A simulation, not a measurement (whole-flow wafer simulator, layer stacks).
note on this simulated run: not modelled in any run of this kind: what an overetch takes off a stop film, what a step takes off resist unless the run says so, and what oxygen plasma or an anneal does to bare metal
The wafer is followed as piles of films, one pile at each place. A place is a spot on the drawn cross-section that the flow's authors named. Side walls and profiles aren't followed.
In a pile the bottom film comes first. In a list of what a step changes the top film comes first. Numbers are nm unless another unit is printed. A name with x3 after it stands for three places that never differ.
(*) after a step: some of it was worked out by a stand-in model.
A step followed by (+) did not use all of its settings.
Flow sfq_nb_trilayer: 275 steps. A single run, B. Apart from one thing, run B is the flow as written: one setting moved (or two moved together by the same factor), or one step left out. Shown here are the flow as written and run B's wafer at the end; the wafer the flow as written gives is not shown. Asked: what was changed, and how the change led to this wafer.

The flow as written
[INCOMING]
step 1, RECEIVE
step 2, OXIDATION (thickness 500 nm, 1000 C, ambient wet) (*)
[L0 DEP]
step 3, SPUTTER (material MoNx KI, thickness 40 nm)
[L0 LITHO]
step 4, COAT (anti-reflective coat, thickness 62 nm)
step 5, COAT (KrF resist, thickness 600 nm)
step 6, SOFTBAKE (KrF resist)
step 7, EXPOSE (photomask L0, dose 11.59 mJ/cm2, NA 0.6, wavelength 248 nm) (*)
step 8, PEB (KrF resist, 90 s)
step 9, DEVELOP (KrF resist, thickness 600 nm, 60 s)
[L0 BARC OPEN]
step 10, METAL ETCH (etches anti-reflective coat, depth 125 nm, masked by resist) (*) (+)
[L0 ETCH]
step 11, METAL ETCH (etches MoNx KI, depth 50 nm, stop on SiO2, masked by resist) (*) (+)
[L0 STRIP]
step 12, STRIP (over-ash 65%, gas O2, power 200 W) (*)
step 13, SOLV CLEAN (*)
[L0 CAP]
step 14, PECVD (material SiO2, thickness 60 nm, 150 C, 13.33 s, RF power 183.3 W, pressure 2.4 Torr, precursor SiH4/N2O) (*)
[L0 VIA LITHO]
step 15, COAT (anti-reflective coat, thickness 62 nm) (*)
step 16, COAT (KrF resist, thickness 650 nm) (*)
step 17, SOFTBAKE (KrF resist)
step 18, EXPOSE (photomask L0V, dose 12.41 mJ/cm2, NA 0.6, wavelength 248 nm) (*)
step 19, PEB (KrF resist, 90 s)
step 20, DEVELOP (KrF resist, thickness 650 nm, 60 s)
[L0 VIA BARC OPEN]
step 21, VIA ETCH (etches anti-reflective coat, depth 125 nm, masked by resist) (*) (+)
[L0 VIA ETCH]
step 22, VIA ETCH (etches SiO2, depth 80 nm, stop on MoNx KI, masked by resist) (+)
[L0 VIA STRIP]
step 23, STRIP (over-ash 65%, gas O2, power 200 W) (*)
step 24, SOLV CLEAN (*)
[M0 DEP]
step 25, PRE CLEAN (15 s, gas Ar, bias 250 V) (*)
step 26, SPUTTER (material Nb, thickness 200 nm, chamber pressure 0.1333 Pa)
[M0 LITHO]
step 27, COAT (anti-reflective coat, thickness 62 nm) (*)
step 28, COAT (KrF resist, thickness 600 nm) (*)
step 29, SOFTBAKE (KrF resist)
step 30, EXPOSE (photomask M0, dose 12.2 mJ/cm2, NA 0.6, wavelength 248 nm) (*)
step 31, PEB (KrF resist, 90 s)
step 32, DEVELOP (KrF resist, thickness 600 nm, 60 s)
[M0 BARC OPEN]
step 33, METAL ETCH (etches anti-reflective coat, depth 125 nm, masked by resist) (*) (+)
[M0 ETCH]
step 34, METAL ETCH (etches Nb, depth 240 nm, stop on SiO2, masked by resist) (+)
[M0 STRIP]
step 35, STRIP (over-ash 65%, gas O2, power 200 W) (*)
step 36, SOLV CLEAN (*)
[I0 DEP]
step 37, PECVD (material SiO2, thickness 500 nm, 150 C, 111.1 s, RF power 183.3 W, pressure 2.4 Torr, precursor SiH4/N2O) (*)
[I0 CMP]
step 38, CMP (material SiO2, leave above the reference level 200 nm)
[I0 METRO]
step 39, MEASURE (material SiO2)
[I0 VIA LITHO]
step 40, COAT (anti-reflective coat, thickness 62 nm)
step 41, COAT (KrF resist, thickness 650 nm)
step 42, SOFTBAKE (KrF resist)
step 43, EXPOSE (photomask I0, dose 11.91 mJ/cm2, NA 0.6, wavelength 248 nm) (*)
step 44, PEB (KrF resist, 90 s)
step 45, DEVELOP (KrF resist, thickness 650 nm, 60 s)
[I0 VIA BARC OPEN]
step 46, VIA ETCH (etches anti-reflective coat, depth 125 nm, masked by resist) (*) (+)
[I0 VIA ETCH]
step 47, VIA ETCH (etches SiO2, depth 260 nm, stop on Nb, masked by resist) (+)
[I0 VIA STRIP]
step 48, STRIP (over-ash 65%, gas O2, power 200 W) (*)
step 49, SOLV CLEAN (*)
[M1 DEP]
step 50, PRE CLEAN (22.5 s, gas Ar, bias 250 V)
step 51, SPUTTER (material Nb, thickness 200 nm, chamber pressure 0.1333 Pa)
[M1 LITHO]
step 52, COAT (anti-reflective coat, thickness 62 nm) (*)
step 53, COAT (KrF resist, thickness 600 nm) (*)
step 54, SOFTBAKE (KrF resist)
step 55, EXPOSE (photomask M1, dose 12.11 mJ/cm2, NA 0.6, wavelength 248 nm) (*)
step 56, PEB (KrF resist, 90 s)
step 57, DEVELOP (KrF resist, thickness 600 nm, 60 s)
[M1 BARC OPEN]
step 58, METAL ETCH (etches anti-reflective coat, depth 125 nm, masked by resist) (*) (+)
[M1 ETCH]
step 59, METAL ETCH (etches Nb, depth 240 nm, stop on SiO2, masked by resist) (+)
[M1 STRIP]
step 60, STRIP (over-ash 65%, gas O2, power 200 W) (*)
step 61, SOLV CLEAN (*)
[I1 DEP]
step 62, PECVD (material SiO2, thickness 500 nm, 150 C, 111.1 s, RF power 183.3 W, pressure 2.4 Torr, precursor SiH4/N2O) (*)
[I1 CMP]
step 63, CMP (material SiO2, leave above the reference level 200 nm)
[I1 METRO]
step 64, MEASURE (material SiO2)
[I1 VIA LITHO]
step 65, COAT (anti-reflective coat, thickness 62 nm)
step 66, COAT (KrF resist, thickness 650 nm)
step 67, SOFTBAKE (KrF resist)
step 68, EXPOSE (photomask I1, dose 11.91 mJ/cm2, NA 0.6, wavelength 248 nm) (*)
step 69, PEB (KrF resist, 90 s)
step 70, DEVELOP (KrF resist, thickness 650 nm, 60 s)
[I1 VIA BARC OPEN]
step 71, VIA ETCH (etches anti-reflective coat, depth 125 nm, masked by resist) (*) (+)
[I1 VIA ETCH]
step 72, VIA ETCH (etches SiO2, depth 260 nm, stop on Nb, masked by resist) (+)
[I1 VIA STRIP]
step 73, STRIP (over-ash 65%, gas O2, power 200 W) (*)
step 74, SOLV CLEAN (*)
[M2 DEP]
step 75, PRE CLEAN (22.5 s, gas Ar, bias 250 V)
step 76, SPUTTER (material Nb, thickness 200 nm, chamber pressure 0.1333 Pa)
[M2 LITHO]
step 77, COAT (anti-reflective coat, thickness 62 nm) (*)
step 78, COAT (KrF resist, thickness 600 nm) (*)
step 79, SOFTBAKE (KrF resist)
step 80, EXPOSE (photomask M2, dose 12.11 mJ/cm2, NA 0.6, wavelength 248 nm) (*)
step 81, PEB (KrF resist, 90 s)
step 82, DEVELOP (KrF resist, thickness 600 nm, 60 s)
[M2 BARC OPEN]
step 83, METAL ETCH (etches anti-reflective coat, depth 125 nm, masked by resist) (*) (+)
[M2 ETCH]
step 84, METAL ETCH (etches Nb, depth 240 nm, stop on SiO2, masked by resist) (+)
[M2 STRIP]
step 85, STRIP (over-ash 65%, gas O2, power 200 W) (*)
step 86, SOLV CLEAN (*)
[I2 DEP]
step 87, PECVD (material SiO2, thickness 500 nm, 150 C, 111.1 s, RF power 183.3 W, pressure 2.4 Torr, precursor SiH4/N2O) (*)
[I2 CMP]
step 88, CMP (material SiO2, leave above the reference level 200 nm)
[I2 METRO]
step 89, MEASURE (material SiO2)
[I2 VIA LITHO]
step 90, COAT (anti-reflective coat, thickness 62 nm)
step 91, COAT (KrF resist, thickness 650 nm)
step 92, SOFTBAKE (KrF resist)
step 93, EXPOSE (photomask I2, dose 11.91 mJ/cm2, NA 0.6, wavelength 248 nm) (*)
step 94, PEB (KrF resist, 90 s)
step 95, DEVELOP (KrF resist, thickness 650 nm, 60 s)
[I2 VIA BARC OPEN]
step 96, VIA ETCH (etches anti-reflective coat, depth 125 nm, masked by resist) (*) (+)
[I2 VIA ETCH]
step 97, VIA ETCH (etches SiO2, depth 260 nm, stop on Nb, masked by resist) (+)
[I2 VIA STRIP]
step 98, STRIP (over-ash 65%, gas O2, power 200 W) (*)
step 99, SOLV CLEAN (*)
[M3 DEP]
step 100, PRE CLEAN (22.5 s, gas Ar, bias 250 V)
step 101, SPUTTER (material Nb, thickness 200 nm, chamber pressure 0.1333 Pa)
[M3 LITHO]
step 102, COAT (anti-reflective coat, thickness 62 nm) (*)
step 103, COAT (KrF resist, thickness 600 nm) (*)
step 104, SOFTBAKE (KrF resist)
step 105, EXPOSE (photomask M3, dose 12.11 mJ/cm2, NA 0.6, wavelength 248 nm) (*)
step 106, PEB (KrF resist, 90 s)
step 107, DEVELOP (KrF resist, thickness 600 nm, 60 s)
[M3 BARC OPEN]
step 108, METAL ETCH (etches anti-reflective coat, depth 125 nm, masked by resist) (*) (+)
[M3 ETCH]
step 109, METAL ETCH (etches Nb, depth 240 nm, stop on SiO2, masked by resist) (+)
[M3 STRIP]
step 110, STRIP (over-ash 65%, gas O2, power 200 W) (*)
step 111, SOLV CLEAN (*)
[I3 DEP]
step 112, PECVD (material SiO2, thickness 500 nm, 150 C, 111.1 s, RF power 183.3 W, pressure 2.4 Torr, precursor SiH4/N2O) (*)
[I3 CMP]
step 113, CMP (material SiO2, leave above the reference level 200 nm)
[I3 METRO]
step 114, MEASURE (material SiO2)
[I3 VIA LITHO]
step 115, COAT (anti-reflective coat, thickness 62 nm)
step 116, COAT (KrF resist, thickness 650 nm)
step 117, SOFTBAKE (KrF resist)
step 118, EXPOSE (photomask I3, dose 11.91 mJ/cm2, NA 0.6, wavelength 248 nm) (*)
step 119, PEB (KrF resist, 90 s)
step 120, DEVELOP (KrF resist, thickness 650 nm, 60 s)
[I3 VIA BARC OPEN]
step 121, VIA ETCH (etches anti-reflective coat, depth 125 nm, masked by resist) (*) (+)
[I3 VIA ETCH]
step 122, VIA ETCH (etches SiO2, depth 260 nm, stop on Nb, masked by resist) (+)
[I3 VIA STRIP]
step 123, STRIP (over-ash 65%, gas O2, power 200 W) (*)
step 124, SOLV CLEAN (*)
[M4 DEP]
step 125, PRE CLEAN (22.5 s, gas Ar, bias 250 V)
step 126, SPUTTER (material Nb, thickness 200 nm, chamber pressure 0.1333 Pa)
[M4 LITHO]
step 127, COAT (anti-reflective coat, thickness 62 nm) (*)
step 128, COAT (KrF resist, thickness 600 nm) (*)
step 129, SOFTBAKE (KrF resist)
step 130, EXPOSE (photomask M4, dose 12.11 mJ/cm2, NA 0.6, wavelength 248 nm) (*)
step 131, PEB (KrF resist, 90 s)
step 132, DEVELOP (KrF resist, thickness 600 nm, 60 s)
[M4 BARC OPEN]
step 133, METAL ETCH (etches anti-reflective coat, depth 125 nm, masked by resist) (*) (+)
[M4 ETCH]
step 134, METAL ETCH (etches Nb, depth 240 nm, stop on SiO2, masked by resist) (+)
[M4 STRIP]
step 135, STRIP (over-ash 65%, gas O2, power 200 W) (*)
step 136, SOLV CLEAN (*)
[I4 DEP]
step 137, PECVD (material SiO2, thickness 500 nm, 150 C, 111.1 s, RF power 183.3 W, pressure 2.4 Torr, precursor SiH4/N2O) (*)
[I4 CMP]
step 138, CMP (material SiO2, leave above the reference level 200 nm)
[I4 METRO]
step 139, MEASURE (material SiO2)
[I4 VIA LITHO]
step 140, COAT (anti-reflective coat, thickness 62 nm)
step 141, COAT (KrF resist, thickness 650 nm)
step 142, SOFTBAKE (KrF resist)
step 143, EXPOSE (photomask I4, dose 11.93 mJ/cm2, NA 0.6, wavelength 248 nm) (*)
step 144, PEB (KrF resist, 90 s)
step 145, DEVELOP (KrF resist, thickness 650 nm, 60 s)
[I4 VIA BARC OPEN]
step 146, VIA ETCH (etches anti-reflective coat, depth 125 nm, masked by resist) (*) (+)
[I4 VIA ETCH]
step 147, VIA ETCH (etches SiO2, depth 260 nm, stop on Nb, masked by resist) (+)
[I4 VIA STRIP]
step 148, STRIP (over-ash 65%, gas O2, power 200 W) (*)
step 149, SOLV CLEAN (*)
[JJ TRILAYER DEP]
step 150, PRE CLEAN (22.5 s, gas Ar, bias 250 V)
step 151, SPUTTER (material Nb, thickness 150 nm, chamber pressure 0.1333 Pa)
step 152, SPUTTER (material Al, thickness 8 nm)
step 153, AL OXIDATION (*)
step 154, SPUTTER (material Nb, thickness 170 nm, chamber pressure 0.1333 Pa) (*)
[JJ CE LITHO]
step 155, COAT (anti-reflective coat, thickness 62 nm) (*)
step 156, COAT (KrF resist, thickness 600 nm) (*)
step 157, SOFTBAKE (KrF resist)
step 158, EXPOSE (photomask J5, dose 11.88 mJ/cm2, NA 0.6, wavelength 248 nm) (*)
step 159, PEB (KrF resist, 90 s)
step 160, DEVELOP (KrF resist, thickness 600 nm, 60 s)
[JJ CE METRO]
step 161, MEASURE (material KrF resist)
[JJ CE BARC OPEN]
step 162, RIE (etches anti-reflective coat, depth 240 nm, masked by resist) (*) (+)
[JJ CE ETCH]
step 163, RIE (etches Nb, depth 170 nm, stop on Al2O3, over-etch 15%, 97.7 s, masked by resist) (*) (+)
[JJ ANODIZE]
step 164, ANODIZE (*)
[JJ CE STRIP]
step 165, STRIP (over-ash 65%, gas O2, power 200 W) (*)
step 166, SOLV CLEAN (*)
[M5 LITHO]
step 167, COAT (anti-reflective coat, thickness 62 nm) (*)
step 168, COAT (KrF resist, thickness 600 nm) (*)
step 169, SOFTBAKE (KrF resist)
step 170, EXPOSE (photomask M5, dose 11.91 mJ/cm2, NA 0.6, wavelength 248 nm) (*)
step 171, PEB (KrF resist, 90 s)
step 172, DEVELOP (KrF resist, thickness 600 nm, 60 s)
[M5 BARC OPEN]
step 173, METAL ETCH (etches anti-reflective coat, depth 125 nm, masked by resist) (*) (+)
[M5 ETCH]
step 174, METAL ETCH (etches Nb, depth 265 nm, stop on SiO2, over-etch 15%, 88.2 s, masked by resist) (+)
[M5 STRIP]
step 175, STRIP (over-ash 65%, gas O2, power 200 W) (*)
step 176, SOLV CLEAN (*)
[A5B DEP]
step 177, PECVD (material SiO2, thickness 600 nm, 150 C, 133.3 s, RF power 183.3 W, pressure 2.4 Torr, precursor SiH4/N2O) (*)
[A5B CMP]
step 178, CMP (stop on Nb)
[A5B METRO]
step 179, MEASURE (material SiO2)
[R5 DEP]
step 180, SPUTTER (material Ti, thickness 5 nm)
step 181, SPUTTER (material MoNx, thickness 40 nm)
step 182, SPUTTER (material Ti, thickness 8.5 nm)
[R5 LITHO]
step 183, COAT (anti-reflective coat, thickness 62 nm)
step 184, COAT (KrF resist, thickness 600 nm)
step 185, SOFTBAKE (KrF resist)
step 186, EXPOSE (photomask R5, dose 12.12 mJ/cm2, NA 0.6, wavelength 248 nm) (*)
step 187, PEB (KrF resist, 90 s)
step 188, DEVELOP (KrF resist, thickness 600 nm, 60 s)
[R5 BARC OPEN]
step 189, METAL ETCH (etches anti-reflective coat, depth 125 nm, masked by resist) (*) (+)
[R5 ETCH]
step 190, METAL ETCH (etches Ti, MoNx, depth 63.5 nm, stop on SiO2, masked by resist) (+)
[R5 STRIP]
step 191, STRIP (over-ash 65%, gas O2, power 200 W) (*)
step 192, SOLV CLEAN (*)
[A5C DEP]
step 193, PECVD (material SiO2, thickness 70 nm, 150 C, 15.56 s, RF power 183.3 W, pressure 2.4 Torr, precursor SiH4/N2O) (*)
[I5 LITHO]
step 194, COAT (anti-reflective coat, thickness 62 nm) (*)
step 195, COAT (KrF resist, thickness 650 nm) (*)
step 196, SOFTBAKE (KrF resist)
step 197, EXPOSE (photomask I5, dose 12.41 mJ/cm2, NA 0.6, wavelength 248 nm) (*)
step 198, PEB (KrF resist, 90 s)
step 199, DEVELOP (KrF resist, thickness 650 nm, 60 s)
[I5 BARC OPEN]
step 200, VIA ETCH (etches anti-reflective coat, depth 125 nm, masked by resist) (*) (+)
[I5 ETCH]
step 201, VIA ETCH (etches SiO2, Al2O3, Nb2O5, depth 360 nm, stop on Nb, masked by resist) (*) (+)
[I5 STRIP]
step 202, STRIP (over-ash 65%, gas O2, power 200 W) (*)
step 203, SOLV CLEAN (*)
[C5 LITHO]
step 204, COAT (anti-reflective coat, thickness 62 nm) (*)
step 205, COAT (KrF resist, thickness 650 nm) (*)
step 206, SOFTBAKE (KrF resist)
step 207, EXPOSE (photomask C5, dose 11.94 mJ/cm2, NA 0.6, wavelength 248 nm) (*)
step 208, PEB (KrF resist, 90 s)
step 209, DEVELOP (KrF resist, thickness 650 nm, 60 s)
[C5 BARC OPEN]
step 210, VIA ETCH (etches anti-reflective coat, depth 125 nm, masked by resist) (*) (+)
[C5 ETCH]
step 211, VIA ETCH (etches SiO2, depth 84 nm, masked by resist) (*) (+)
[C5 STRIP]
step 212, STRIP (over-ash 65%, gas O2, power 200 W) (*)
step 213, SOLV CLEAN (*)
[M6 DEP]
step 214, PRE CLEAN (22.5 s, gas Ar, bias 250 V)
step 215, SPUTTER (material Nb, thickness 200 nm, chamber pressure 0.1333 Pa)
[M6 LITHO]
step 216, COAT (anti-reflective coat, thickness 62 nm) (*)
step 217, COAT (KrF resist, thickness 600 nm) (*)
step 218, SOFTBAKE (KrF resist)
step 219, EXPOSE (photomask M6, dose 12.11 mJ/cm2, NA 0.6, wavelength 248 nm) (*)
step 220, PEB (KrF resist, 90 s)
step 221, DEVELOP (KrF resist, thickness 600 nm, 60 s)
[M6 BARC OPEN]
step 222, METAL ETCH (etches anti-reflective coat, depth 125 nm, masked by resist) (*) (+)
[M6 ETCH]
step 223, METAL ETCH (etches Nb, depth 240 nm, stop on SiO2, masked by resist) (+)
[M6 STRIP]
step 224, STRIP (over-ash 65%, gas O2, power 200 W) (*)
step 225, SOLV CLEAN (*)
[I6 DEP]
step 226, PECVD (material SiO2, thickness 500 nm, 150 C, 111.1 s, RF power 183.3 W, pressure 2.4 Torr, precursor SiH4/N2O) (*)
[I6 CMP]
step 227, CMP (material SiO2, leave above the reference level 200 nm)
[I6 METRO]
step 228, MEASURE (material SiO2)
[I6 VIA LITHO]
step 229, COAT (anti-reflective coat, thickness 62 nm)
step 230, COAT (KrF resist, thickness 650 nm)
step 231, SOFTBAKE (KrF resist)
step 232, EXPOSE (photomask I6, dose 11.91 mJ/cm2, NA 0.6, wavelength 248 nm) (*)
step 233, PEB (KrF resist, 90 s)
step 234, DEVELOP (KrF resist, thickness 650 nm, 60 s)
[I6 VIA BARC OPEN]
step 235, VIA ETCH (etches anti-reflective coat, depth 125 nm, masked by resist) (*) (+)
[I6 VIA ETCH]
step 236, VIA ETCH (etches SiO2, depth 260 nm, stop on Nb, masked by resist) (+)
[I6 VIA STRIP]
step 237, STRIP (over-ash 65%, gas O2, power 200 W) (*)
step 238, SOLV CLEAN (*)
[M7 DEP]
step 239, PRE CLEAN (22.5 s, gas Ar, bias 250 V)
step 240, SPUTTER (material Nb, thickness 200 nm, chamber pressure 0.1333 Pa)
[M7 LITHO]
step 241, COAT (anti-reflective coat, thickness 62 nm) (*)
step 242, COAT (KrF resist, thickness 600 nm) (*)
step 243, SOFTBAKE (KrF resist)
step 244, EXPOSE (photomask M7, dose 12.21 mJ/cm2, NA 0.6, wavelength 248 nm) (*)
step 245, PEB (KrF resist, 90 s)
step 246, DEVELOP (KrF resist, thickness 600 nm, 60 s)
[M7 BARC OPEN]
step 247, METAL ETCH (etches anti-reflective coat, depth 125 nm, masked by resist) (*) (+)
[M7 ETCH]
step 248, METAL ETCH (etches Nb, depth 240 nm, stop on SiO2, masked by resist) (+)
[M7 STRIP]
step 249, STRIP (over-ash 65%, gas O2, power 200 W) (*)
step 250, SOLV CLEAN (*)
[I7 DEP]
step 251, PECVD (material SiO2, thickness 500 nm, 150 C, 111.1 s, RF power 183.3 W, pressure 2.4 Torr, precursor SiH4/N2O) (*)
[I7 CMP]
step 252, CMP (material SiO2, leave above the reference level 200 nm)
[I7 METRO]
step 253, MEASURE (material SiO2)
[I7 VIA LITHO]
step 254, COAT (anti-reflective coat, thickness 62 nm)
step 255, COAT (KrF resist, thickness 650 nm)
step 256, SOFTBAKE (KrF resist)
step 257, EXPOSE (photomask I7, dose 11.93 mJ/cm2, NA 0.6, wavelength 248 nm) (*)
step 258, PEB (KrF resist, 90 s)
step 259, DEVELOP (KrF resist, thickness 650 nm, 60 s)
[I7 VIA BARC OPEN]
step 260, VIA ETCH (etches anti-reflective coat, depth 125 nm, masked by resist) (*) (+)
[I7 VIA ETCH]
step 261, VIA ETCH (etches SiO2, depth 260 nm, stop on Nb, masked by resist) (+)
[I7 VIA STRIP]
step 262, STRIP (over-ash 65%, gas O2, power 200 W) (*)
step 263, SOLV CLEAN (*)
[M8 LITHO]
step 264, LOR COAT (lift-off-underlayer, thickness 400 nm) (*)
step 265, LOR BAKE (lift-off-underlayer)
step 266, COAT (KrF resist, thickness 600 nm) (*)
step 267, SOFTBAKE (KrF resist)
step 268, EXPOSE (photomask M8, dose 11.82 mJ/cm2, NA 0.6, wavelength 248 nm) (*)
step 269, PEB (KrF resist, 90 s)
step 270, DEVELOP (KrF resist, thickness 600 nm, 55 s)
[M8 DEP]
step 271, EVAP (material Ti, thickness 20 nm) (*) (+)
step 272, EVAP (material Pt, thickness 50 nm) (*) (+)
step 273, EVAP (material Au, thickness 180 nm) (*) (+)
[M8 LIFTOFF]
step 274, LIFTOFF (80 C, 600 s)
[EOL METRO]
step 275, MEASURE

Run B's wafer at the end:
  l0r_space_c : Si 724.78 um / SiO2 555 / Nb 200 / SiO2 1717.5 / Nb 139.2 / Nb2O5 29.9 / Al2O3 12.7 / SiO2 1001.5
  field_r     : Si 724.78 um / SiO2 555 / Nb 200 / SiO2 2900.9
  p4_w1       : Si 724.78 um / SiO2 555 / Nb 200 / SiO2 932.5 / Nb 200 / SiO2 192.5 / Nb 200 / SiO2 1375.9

Cause: step 38, CMP: leave above the reference level 155 nm was run, whereas the flow has leave above the reference level 200 nm.

The path from the change to this, step by step:
  step 38, CMP (material SiO2, leave above the reference level 200 nm)
      v_sur, via_wl, via_w and 94 more: -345 SiO2 (in the flow as written it would be: -300 SiO2)
      field_l, l0_sur, l0r_line_l, l0r_line_c, l0r_line_r: -385 SiO2 (in the flow as written it would be: -340 SiO2)
      (and at 4 other places as well)
  step 47, VIA ETCH (etches SiO2, depth 260 nm, stop on Nb, masked by resist) (+)
      field_l, v_sur, via_wl and 102 more: -40 KrF resist (in the flow as written it would be: -44.8 KrF resist)
      via_w: -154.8 SiO2 (all of it) (in the flow as written it would be: -199.8 SiO2 (all of it))
  step 51, SPUTTER (material Nb, thickness 200 nm, chamber pressure 0.1333 Pa)
      via_w: +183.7 Nb (in the flow as written it would be: +174.5 Nb)
  step 52, COAT (anti-reflective coat, thickness 62 nm) (*)
      via_wl: +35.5 anti-reflective coat (new film) (in the flow as written it would be: +33.8 anti-reflective coat (new film))
      via_w: +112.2 anti-reflective coat (new film) (in the flow as written it would be: +123.1 anti-reflective coat (new film))
  step 53, COAT (KrF resist, thickness 600 nm) (*)
      via_w: +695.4 KrF resist (new film) (in the flow as written it would be: +731.8 KrF resist (new film))
  step 60, STRIP (over-ash 65%, gas O2, power 200 W) (*)
      via_wl: -389.1 KrF resist (all of it), -35.5 anti-reflective coat (all of it) (in the flow as written it would be: -385.5 KrF resist (all of it), -33.8 anti-reflective coat (all of it))
      via_w: -477.5 KrF resist (all of it), -112.2 anti-reflective coat (all of it) (in the flow as written it would be: -513.8 KrF resist (all of it), -123.1 anti-reflective coat (all of it))
  step 62, PECVD (material SiO2, thickness 500 nm, 150 C, 111.1 s, RF power 183.3 W, pressure 2.4 Torr, precursor SiH4/N2O) (*)
      via_w: +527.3 SiO2 (new film) (in the flow as written it would be: +606 SiO2 (new film))
  step 63, CMP (material SiO2, leave above the reference level 200 nm)
      via_w: -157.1 SiO2 (in the flow as written it would be: -181.6 SiO2)
